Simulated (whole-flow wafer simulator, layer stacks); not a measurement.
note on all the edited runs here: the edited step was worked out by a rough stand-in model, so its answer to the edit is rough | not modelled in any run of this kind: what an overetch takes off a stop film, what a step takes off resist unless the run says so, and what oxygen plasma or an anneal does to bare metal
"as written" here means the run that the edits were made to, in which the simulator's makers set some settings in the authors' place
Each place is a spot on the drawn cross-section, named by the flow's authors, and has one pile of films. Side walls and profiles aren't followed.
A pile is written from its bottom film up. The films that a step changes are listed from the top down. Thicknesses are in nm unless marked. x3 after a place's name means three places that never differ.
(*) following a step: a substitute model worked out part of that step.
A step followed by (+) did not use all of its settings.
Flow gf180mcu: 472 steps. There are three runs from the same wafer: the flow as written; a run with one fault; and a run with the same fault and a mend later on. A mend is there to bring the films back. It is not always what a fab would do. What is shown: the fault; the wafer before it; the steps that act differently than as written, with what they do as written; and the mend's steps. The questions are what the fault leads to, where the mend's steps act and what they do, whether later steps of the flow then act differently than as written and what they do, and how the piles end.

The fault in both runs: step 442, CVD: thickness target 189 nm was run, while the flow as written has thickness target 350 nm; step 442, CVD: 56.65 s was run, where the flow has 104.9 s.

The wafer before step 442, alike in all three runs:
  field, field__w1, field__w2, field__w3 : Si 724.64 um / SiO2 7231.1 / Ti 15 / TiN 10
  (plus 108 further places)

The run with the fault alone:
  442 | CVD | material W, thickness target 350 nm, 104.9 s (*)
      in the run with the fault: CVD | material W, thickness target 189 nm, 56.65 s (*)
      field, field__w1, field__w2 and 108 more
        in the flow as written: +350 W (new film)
        in the run with the fault: +190.4 W (new film)
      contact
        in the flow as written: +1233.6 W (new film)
        in the run with the fault: +1074 W (new film)
  Steps later in the flow that act otherwise than as written:
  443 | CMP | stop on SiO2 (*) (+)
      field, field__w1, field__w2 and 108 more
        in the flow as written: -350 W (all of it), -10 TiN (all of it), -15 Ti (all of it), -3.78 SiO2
        in the run with the fault: -190.4 W (all of it), -10 TiN (all of it), -15 Ti (all of it), -2.17 SiO2
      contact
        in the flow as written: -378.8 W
        in the run with the fault: -217.6 W
  When the end is reached, the piles differ only a little from the flow's at the places that both follow, at most by 2% or 0.5 nm, whichever is larger.

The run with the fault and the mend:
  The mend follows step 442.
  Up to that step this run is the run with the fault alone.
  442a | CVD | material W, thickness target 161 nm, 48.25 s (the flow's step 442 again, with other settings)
      field, field__w1, field__w2 and 109 more
        +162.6 W
  Every later step of the flow that is run acts as written, at every place that is followed, to within 2% or 0.5 nm, whichever is larger.
  When the end is reached, the piles differ only a little from the flow's at the places that both follow, at most by 2% or 0.5 nm, whichever is larger.
